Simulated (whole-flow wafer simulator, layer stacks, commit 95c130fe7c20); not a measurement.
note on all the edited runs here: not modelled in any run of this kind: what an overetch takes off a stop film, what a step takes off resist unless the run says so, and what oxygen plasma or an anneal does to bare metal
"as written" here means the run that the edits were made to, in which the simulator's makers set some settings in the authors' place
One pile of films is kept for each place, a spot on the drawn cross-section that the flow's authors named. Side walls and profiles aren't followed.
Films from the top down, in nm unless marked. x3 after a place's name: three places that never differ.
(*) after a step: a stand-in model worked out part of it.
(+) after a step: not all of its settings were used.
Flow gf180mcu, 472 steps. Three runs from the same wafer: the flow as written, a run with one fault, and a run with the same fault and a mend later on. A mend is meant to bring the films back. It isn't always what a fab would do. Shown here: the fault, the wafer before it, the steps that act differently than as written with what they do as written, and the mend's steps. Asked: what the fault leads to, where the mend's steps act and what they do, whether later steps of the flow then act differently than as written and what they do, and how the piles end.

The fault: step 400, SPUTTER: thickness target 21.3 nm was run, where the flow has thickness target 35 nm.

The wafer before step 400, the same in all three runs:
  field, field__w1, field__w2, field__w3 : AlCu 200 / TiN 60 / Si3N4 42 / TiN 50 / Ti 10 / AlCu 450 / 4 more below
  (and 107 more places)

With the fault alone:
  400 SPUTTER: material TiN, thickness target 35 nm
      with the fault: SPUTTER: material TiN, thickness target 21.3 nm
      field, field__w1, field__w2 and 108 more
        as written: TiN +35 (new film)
        with the fault: TiN +21.3 (new film)
  Later steps of the flow that act differently than as written (8 more steps differ only slightly, by at most 2% or 0.5 nm, whichever is larger, and aren't shown):
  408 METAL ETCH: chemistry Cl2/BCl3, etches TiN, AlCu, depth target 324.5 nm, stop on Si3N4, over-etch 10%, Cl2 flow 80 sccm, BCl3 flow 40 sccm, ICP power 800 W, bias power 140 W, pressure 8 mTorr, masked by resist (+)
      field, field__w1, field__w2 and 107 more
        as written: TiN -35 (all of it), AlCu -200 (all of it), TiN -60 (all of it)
        with the fault: TiN -21.3 (all of it), AlCu -200 (all of it), TiN -60 (all of it)
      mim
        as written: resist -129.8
        with the fault: resist -123.8
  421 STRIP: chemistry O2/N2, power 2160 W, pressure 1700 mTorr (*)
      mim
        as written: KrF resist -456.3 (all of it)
        with the fault: KrF resist -466.6 (all of it)
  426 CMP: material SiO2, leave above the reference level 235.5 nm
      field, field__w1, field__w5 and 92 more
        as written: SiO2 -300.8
        with the fault: SiO2 -314.5
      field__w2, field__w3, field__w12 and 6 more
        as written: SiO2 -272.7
        with the fault: SiO2 -286.4
  At the end the piles differ from the flow's by more than 2% or 0.5 nm, whichever is larger, at mim.
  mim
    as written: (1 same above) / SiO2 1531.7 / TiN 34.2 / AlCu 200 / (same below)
    with the fault: (1 same above) / SiO2 1531.7 / TiN 20.5 / AlCu 200 / (same below)

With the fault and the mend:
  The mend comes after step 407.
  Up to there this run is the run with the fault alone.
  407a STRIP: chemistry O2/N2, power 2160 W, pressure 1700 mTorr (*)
      mim
        resist -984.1 (all of it)
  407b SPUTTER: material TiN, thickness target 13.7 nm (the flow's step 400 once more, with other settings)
      field, field__w1, field__w2 and 108 more
        TiN +13.7
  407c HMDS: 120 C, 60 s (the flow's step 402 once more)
      changes no film at any place that is followed
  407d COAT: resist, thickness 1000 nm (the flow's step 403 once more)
      field, field__w1, field__w2 and 108 more
        resist +1000 (new film)
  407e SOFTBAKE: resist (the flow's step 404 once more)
      changes no film at any place that is followed
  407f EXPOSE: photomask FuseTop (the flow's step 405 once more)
      changes no film at any place that is followed
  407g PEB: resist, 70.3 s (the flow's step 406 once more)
      field, field__w1, field__w2 and 108 more
        resist -15.9
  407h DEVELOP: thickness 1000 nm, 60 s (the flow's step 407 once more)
      field, field__w1, field__w2 and 107 more
        resist -984.1 (all of it)
  No later step of the flow acts differently than as written at any place that is followed.
  At the end the piles are the same as the flow's at every place that both follow.
